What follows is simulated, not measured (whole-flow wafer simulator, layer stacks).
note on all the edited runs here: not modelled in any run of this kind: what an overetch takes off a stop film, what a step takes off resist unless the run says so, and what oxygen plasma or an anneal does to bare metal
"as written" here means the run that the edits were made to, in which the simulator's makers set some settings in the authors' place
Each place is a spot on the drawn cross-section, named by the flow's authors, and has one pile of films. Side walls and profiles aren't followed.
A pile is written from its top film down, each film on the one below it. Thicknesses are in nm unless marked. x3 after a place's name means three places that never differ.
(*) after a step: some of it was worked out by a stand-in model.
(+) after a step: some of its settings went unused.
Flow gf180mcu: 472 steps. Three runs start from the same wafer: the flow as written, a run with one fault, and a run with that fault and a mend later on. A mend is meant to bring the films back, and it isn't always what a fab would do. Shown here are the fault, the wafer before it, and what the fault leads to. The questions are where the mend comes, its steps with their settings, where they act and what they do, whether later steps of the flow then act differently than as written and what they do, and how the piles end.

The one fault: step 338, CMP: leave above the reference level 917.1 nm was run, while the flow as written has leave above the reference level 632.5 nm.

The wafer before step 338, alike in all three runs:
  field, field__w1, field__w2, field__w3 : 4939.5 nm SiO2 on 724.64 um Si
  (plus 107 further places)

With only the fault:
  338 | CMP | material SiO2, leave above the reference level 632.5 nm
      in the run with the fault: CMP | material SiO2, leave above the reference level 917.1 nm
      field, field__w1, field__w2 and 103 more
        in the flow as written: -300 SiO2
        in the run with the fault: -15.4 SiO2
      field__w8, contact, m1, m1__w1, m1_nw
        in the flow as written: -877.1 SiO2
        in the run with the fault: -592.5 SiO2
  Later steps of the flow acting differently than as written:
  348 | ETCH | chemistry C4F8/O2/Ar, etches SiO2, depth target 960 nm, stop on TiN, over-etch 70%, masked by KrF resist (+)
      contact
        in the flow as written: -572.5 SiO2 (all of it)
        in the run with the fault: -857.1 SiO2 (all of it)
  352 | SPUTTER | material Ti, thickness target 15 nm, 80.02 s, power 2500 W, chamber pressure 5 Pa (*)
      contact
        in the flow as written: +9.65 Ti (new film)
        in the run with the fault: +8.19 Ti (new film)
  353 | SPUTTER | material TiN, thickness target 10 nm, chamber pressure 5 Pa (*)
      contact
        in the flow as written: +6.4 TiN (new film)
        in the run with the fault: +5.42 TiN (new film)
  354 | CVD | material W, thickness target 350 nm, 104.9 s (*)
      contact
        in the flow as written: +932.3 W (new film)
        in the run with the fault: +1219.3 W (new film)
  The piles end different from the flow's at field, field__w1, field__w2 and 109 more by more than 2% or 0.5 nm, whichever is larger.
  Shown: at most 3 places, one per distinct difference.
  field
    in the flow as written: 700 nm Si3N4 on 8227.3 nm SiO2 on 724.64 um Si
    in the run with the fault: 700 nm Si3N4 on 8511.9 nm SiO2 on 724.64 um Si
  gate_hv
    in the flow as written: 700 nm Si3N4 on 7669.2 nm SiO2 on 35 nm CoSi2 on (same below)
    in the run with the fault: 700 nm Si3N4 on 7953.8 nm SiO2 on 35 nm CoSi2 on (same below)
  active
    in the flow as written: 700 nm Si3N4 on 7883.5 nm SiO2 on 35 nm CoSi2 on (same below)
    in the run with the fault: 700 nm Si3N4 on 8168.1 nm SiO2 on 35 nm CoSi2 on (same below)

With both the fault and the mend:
  The mend follows step 338.
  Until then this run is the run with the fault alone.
  338a | CMP | material SiO2, leave above the reference level 632.5 nm (the flow's step 338 again)
      field, field__w1, field__w2 and 108 more
        -284.6 SiO2
  Later steps of the flow that are run all act as written at every place that is followed.
  The piles end the same as the flow's at every place that both follow.
